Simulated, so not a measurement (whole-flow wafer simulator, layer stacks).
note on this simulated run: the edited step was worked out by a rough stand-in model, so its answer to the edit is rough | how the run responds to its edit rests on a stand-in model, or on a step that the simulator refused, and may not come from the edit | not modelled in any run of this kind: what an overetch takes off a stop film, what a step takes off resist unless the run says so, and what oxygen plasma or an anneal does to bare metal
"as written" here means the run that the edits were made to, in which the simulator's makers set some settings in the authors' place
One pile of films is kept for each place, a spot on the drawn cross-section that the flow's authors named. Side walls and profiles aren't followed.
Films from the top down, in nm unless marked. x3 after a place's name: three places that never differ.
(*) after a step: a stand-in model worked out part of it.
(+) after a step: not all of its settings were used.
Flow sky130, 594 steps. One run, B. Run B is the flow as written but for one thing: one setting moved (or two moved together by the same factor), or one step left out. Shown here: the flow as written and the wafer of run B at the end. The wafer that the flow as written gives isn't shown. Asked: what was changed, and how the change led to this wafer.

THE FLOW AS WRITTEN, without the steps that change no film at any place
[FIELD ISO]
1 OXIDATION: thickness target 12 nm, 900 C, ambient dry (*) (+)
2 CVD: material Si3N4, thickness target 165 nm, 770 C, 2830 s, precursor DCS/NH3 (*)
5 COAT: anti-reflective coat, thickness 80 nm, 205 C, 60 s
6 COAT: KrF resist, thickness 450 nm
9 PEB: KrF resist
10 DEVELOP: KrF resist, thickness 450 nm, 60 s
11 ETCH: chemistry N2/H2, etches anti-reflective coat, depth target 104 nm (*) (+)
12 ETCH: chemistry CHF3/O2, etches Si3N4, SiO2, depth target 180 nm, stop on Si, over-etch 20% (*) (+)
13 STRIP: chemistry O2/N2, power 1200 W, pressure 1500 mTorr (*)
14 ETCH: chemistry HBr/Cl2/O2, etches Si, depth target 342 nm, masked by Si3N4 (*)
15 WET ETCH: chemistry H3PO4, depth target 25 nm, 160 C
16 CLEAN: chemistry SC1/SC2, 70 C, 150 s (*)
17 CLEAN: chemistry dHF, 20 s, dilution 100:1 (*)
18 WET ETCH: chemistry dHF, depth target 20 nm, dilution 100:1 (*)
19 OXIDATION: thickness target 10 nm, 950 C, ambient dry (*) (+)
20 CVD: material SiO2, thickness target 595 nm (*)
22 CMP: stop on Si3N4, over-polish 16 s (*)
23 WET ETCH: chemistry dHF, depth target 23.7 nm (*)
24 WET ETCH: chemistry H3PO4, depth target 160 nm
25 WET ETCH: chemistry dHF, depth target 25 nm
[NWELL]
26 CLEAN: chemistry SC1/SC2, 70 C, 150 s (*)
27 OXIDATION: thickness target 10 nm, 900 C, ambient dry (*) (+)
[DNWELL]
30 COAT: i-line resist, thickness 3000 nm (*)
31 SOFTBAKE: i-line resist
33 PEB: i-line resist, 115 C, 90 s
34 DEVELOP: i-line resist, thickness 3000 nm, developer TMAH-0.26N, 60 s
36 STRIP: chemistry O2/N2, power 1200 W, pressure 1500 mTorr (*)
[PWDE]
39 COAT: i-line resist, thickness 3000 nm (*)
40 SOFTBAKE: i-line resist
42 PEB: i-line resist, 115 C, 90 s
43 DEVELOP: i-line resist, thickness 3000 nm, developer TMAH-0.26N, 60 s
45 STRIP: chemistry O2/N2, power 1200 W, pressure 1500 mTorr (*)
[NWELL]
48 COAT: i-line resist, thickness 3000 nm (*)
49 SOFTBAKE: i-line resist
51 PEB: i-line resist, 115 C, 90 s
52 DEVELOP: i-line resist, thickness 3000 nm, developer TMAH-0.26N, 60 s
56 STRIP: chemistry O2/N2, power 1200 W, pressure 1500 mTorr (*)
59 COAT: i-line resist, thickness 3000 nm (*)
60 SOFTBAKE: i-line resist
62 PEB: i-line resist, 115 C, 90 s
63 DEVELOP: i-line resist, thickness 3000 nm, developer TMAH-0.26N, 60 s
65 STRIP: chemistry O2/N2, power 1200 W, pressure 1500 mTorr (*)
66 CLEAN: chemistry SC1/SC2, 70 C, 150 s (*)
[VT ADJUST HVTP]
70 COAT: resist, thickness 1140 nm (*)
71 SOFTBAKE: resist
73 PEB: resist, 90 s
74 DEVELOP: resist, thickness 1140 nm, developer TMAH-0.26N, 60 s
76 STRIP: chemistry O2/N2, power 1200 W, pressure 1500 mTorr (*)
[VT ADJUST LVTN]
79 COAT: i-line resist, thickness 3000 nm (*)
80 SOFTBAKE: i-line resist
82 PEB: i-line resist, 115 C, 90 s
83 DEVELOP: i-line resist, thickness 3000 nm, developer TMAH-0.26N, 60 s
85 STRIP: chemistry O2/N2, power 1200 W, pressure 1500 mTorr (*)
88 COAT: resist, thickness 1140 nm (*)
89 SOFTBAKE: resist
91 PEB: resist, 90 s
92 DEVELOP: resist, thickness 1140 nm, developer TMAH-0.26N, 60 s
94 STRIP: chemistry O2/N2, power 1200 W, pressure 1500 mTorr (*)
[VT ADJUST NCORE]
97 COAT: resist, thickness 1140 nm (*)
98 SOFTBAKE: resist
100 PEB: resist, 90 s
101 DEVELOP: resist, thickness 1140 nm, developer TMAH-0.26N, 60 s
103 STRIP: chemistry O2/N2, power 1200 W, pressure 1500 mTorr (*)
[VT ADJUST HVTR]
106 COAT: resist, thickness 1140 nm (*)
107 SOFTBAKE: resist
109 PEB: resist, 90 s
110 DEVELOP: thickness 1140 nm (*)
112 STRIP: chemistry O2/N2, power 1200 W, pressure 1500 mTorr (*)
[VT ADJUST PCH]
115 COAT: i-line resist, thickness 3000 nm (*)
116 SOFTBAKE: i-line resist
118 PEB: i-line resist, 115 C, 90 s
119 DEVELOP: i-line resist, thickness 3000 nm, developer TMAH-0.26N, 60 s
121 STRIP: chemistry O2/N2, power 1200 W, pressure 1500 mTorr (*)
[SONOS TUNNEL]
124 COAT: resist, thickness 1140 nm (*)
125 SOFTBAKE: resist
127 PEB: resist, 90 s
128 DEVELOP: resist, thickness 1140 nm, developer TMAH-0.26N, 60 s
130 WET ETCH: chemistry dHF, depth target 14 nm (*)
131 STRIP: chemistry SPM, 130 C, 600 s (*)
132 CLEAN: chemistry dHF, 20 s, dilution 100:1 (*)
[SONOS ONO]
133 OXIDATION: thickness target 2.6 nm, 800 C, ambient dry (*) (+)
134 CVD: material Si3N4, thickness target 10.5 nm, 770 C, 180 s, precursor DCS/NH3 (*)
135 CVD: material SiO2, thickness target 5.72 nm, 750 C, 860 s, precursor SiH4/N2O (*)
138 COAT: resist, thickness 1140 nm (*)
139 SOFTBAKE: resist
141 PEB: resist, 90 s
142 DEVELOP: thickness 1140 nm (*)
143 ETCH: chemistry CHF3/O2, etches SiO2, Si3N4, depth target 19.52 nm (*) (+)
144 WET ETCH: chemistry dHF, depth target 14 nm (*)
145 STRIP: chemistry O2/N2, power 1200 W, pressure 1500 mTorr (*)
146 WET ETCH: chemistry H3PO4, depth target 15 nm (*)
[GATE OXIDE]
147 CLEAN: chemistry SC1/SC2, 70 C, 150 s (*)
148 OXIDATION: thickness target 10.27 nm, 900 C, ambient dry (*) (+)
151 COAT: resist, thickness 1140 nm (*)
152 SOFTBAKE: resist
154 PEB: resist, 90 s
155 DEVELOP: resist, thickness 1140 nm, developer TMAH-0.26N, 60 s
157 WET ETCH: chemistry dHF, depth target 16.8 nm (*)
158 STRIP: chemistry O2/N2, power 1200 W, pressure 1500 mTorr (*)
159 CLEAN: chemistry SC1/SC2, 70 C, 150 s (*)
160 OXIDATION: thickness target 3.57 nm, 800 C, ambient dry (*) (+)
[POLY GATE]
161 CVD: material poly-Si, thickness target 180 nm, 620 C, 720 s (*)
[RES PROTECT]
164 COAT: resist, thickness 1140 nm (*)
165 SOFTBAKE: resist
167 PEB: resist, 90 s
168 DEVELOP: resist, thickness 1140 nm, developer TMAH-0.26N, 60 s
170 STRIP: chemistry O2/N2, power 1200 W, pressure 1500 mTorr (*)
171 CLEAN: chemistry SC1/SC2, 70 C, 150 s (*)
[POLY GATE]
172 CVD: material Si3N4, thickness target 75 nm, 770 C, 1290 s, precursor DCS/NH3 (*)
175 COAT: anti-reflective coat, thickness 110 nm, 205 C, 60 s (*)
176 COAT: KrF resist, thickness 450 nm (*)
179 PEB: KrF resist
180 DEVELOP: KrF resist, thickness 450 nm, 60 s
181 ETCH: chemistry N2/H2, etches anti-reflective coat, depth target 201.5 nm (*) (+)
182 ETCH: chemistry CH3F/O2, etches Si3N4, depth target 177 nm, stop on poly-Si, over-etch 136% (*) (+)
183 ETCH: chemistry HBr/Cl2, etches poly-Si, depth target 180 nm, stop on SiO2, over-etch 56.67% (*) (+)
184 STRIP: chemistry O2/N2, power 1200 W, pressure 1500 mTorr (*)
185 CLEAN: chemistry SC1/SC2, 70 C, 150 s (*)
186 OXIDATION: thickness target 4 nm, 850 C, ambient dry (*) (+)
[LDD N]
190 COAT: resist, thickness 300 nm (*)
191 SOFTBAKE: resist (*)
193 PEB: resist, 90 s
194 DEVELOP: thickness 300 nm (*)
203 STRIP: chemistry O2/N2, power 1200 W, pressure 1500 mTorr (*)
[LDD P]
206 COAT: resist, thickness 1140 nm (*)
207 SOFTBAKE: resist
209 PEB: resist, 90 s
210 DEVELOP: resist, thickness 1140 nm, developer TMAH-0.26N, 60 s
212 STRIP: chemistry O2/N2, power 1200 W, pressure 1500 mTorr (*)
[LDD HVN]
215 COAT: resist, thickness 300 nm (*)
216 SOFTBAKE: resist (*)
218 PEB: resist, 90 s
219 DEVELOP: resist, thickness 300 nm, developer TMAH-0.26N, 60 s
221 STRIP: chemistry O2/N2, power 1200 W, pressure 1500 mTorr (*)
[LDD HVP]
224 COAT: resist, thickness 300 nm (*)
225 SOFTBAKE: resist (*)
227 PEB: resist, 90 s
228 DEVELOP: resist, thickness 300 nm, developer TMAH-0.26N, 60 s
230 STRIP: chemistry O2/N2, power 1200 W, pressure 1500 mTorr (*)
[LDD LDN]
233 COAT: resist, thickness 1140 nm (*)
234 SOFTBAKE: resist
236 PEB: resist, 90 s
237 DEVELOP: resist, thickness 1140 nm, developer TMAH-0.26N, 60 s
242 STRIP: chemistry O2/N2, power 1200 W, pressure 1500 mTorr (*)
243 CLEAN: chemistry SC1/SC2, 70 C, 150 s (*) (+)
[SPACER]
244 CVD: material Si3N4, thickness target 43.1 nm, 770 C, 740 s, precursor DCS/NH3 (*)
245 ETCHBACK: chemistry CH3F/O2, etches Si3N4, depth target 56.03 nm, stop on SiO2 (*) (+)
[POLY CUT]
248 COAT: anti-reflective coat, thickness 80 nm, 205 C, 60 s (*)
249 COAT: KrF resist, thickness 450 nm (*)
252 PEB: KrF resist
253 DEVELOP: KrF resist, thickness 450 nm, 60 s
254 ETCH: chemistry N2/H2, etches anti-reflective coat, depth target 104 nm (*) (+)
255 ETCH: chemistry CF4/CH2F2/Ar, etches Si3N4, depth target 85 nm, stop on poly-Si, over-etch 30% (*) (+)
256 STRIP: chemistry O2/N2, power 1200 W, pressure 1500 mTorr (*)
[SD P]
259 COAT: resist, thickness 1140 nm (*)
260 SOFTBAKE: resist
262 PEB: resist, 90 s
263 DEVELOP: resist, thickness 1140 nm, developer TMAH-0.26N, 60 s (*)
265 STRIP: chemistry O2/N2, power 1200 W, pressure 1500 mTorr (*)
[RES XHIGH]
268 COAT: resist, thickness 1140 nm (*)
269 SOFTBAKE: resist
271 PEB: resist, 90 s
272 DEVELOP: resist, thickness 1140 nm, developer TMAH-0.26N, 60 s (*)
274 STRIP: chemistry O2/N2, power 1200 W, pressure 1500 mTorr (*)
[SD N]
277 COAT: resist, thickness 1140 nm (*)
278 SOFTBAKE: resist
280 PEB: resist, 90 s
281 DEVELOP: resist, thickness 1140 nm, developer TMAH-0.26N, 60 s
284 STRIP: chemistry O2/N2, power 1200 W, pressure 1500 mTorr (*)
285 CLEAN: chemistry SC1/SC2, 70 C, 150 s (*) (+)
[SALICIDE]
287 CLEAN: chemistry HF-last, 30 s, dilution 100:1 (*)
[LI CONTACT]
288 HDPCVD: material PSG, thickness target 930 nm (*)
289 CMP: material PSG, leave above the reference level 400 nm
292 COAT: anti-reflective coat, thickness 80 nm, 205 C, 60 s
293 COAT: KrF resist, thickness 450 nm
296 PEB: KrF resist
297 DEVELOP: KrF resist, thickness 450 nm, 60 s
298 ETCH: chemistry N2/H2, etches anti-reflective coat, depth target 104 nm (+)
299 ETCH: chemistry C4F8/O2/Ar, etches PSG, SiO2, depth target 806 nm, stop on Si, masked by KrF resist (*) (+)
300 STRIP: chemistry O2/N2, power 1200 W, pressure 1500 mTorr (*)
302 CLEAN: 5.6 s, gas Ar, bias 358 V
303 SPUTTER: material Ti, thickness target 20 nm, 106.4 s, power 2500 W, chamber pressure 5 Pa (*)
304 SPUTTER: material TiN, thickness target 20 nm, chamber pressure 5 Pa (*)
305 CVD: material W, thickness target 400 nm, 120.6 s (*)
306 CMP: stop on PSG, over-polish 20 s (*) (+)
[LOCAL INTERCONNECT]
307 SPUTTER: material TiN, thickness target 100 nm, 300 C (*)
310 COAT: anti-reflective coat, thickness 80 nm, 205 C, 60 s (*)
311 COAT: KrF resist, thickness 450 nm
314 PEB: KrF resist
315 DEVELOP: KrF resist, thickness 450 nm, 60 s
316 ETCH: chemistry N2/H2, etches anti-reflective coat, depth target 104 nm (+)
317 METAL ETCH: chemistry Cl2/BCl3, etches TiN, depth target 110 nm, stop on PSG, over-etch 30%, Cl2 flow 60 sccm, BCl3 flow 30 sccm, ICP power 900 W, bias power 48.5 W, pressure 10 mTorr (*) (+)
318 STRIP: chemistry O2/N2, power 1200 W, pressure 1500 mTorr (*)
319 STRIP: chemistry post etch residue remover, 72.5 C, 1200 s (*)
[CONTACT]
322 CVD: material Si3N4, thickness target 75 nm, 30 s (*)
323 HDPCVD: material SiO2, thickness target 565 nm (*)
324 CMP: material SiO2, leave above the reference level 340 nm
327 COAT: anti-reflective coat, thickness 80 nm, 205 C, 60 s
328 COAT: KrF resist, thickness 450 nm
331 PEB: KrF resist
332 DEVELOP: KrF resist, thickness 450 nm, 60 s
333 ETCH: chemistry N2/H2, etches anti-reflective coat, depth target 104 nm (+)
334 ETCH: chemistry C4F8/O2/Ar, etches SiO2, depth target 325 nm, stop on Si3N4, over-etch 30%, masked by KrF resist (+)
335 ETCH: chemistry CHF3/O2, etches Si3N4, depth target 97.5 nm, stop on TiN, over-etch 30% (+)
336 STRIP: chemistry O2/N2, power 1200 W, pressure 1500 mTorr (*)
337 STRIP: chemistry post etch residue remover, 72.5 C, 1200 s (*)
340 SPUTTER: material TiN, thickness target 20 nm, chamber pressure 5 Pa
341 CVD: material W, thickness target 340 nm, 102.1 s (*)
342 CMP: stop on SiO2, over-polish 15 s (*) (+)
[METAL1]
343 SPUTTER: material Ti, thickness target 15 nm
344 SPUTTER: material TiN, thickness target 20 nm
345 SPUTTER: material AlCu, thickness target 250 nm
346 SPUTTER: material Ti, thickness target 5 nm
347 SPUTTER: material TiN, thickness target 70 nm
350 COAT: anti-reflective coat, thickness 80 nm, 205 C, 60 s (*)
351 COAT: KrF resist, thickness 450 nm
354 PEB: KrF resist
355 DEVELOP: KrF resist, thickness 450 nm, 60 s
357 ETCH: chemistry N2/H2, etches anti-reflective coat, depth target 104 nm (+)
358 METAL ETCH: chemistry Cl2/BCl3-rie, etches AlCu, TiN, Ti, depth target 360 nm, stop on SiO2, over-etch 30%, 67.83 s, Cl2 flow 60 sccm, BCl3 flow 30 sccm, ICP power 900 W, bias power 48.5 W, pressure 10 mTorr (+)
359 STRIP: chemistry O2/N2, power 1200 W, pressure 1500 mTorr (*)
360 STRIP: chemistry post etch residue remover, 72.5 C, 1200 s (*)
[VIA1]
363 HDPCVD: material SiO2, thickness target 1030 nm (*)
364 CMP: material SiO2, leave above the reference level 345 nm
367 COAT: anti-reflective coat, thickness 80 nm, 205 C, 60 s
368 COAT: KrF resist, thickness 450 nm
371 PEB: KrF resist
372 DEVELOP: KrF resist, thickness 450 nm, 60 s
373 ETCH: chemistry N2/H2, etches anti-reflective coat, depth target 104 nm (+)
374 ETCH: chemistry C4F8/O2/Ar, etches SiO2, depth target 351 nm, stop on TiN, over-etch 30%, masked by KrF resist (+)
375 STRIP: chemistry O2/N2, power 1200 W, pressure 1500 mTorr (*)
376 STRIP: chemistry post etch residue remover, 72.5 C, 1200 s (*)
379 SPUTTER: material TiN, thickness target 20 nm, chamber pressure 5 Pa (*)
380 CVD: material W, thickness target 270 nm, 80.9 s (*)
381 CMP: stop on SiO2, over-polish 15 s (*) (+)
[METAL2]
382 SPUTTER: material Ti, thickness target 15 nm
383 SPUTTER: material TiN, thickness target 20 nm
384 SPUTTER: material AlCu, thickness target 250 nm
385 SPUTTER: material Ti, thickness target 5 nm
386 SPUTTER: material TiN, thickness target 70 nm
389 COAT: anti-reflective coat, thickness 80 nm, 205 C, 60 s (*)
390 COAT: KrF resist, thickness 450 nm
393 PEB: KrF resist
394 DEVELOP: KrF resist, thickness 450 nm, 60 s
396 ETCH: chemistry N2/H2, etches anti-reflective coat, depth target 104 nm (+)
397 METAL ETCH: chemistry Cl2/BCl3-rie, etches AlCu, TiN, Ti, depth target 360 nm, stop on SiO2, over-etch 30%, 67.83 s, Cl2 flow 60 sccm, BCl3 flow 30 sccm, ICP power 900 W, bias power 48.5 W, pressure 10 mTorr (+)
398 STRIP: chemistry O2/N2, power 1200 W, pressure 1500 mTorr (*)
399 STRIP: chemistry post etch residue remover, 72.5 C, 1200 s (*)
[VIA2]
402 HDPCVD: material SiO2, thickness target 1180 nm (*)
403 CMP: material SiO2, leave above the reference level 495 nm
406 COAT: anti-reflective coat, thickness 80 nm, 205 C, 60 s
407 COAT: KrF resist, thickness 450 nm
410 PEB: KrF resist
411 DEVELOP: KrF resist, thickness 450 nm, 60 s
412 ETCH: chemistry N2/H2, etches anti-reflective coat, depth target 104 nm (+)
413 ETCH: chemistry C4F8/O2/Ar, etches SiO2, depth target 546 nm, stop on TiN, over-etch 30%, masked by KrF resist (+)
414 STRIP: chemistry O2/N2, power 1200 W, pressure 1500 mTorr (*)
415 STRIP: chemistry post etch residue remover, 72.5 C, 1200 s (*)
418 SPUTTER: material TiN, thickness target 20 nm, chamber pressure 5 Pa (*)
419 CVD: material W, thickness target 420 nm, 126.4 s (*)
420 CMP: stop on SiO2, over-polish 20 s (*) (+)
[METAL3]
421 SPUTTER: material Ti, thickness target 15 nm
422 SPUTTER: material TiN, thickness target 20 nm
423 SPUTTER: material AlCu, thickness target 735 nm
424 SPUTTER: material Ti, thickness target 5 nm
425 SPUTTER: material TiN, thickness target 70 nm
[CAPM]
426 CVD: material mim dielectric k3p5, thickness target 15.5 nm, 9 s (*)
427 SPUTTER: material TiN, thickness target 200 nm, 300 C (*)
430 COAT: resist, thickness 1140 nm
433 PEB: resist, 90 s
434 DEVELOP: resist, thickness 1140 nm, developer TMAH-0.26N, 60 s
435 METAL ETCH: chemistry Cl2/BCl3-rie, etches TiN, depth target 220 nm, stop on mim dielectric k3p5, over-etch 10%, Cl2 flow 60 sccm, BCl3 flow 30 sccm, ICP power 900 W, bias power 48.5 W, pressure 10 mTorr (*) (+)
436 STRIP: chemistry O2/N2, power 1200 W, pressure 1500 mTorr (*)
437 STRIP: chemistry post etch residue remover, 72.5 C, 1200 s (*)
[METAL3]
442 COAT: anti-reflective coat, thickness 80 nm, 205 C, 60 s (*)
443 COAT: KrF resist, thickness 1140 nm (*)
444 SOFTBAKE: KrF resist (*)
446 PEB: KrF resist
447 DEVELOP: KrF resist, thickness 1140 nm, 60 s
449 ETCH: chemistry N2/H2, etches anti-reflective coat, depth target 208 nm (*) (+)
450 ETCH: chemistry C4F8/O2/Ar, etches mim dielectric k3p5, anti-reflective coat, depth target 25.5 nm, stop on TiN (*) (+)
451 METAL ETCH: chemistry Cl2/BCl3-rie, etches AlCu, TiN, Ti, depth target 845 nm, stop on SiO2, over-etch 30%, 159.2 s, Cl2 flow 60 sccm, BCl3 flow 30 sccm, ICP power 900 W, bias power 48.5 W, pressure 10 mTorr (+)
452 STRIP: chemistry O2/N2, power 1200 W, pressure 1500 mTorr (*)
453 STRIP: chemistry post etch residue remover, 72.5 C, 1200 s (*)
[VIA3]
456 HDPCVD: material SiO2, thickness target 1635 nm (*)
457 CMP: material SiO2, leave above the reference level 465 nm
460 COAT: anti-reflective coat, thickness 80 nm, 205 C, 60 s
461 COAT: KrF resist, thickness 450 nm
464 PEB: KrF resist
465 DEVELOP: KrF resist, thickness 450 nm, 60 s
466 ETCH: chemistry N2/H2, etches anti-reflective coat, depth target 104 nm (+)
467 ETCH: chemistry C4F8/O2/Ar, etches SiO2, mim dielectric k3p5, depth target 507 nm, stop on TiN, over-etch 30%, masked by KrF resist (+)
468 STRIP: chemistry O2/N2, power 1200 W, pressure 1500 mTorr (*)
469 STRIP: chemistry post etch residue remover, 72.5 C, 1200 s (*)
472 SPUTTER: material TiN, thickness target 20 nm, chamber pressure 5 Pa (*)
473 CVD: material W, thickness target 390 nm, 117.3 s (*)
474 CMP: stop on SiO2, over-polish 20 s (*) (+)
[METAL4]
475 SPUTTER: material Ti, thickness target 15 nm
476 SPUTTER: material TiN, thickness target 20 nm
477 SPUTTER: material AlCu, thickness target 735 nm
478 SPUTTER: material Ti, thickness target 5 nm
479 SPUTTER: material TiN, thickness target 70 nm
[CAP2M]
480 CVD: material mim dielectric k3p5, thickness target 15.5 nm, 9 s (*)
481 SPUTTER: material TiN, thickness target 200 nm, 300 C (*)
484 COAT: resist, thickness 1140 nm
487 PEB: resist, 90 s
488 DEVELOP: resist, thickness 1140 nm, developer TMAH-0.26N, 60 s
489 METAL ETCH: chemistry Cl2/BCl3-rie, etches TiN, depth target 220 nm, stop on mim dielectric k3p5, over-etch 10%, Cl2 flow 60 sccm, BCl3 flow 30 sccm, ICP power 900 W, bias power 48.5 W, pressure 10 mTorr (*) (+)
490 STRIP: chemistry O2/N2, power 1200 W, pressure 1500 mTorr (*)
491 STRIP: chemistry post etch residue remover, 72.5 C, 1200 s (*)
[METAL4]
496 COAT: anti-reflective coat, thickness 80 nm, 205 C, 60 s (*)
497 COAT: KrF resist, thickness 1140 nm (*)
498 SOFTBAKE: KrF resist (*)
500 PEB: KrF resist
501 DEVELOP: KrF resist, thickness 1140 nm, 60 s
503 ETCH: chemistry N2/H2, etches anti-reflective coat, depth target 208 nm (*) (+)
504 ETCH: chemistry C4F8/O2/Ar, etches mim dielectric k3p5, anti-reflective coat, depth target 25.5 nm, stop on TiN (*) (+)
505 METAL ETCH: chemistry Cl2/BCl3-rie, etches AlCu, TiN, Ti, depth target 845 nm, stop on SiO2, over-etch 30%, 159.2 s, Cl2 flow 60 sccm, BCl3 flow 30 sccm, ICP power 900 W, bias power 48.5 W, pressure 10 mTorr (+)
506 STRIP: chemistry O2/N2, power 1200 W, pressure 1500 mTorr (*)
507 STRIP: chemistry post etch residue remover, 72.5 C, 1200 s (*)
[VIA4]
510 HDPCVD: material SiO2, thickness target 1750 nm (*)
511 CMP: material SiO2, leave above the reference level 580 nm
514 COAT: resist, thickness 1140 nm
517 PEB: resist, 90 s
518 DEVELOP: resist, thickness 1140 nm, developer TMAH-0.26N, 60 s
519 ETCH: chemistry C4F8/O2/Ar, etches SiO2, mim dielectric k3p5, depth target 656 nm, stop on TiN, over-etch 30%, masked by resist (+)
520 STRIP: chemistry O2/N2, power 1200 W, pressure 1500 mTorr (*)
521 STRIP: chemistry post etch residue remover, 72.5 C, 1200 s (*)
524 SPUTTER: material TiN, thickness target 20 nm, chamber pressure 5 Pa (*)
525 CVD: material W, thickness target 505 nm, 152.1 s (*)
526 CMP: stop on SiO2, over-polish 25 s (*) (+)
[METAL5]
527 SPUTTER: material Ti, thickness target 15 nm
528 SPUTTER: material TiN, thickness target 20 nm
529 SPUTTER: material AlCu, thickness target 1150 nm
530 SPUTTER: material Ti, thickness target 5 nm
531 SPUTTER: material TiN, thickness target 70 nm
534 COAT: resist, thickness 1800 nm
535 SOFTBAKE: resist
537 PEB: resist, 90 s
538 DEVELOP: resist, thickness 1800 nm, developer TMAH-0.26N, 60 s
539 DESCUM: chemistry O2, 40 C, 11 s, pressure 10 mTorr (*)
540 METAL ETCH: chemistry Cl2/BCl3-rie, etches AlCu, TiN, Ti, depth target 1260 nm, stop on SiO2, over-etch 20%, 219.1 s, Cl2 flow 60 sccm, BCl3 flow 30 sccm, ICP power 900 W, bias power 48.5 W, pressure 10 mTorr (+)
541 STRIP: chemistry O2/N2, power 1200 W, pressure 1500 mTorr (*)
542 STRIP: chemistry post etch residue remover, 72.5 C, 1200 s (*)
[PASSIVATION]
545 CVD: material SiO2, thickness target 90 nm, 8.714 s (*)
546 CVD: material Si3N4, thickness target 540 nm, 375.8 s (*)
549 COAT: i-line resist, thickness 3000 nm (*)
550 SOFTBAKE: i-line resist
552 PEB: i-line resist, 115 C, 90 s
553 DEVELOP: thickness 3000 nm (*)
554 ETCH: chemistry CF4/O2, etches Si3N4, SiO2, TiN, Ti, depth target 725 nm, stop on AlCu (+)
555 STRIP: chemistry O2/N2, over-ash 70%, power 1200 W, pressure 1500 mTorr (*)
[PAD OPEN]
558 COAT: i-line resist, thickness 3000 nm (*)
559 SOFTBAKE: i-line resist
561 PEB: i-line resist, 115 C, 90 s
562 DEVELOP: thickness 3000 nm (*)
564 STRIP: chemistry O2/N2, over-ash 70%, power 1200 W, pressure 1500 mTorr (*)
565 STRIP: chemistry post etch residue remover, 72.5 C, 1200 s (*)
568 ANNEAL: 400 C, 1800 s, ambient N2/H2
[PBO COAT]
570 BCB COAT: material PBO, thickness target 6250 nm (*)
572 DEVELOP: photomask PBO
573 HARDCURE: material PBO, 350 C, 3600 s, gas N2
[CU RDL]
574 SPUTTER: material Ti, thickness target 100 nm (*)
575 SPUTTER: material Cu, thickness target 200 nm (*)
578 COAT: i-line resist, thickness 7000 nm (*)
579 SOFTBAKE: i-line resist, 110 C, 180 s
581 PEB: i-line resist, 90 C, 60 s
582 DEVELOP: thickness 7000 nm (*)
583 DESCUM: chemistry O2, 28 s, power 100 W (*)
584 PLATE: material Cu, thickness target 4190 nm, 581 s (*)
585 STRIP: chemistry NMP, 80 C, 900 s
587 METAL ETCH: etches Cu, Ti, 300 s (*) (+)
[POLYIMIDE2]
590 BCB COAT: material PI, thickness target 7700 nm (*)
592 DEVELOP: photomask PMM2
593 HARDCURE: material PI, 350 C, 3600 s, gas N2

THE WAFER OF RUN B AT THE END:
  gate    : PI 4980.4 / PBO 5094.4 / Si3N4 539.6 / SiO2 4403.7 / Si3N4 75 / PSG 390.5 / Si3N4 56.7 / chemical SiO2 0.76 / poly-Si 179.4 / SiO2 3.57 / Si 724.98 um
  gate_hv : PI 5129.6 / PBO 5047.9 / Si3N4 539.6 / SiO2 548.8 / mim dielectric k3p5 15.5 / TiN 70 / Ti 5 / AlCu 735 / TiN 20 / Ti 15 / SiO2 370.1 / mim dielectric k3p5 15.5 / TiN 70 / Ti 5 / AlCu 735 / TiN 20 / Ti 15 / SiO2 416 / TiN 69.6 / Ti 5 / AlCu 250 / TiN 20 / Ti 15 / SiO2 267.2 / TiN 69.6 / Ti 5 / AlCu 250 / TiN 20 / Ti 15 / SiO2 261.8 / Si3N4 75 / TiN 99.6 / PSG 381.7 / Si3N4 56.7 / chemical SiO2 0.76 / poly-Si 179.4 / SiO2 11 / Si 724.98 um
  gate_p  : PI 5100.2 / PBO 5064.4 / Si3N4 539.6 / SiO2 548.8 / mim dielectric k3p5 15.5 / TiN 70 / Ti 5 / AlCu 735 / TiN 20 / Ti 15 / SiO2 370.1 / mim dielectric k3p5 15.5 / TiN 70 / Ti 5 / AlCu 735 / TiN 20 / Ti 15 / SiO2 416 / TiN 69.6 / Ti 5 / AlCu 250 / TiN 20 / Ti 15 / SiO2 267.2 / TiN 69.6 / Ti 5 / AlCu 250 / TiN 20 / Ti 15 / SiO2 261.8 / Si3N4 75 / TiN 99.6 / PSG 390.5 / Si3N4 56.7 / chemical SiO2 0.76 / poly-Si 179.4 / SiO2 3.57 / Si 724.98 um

The cause: step 244, CVD: thickness target 38.8 nm was run, where the flow has thickness target 43.1 nm.

How the change led to this, step by step:
  244 CVD: material Si3N4, thickness target 43.1 nm, 770 C, 740 s, precursor DCS/NH3 (*)
      field, active, p_well and 101 more: Si3N4 +38.8 (new film) (as written it would be: Si3N4 +43.1 (new film))
      n_well, gate, gate_hv and 74 more: Si3N4 +38.8 (as written it would be: Si3N4 +43.1)
  245 ETCHBACK: chemistry CH3F/O2, etches Si3N4, depth target 56.03 nm, stop on SiO2 (*) (+)
      field, active, p_well and 101 more: Si3N4 -38.8 (all of it), SiO2 -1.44 (as written it would be: Si3N4 -43.1 (all of it), SiO2 -1.08)
  248 COAT: anti-reflective coat, thickness 80 nm, 205 C, 60 s (*)
      gate_hv: anti-reflective coat +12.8 (new film) (as written it would be: anti-reflective coat +11.8 (new film))
      mim: anti-reflective coat +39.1 (new film) (as written it would be: anti-reflective coat +37.6 (new film))
      (and at 20 more places)
  254 ETCH: chemistry N2/H2, etches anti-reflective coat, depth target 104 nm (*) (+)
      rxpo_ln: anti-reflective coat -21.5 (all of it), Si3N4 -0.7 (as written it would be: anti-reflective coat -22.4 (all of it), Si3N4 -0.69)
  255 ETCH: chemistry CF4/CH2F2/Ar, etches Si3N4, depth target 85 nm, stop on poly-Si, over-etch 30% (*) (+)
      field, active, n_well and 180 more: KrF resist -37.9 (as written it would be: KrF resist -40.7)
      rpo_wd, rxpo_wd: Si3N4 -57.3 (all of it), chemical SiO2 -0.75 (all of it) (as written it would be: Si3N4 -61.6 (all of it), chemical SiO2 -0.75 (all of it))
      (and at 5 more places)
  256 STRIP: chemistry O2/N2, power 1200 W, pressure 1500 mTorr (*)
      n_well: KrF resist -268 (all of it), anti-reflective coat -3 (all of it) (as written it would be: KrF resist -262.3 (all of it), anti-reflective coat -3 (all of it))
      gate_hv: KrF resist -314.9 (all of it), anti-reflective coat -12.8 (all of it) (as written it would be: KrF resist -311.5 (all of it), anti-reflective coat -11.8 (all of it))
      (and at 25 more places)
  306 CMP: stop on PSG, over-polish 20 s (*) (+)
      poly_licon: W -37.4 (as written it would be: W -33.1)
